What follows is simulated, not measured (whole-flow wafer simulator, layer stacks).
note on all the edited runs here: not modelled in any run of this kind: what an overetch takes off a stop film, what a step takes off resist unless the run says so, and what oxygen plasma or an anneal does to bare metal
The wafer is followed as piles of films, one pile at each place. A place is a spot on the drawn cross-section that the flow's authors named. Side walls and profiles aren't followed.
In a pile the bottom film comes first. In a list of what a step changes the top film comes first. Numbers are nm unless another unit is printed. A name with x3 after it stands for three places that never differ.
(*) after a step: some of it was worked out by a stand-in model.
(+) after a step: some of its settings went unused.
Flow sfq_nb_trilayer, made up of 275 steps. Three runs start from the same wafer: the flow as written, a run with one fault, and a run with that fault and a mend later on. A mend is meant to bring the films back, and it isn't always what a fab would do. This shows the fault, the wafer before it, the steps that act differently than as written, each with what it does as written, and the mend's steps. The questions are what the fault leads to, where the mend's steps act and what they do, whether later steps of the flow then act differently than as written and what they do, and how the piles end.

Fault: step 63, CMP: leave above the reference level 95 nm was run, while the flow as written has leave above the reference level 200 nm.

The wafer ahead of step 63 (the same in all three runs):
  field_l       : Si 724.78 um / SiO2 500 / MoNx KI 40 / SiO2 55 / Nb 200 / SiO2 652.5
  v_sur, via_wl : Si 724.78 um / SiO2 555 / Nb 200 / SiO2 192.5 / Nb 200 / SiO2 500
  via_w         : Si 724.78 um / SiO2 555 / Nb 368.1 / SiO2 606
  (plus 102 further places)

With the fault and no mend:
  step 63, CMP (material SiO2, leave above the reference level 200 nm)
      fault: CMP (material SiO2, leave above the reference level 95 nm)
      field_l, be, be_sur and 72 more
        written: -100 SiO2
        fault: -205 SiO2
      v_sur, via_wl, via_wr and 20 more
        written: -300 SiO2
        fault: -405 SiO2
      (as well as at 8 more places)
  Steps further on in the flow that do not act as written (3 other steps are not shown; they differ only slightly, by no more than 2% or 0.5 nm, whichever is larger):
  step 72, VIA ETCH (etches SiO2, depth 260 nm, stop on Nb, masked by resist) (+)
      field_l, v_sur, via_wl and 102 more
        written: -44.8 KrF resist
        fault: -24.5 KrF resist
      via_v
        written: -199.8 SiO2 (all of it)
        fault: -94.8 SiO2 (all of it)
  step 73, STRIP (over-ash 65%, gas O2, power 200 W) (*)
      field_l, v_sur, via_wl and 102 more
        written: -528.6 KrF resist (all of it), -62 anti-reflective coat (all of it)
        fault: -548.9 KrF resist (all of it), -62 anti-reflective coat (all of it)
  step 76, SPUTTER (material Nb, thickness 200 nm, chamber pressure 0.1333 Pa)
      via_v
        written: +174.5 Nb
        fault: +195.3 Nb
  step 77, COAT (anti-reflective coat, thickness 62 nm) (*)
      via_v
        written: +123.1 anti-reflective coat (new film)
        fault: +100.2 anti-reflective coat (new film)
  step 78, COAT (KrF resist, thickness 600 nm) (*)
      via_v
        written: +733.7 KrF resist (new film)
        fault: +647.1 KrF resist (new film)
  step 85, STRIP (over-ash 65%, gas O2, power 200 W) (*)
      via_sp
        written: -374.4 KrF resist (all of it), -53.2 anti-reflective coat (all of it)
        fault: -382.6 KrF resist (all of it), -53.4 anti-reflective coat (all of it)
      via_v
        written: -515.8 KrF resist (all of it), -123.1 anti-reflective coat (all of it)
        fault: -429.4 KrF resist (all of it), -100.2 anti-reflective coat (all of it)
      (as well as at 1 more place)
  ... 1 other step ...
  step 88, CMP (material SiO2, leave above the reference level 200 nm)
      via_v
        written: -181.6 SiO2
        fault: -201.4 SiO2
  The piles end different from the flow's at field_l, v_sur, via_wl and 103 more by more than 2% or 0.5 nm, whichever is larger.
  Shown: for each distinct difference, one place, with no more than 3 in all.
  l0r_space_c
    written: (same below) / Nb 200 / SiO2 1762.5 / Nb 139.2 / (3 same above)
    fault: (same below) / Nb 200 / SiO2 1657.5 / Nb 139.2 / (3 same above)
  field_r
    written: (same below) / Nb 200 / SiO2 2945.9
    fault: (same below) / Nb 200 / SiO2 2840.9
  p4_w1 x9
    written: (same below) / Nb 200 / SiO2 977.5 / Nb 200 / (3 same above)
    fault: (same below) / Nb 200 / SiO2 872.5 / Nb 200 / (3 same above)

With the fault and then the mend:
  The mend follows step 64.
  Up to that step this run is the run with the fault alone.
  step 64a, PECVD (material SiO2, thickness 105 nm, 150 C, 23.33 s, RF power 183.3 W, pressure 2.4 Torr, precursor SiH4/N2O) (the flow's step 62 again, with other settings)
      field_l, v_sur, via_wl and 103 more
        +105 SiO2
  Every later step of the flow that is run acts as written, at every place that is followed, to within 2% or 0.5 nm, whichever is larger.
  When the end is reached, the piles differ only a little from the flow's at the places that both follow, at most by 2% or 0.5 nm, whichever is larger.
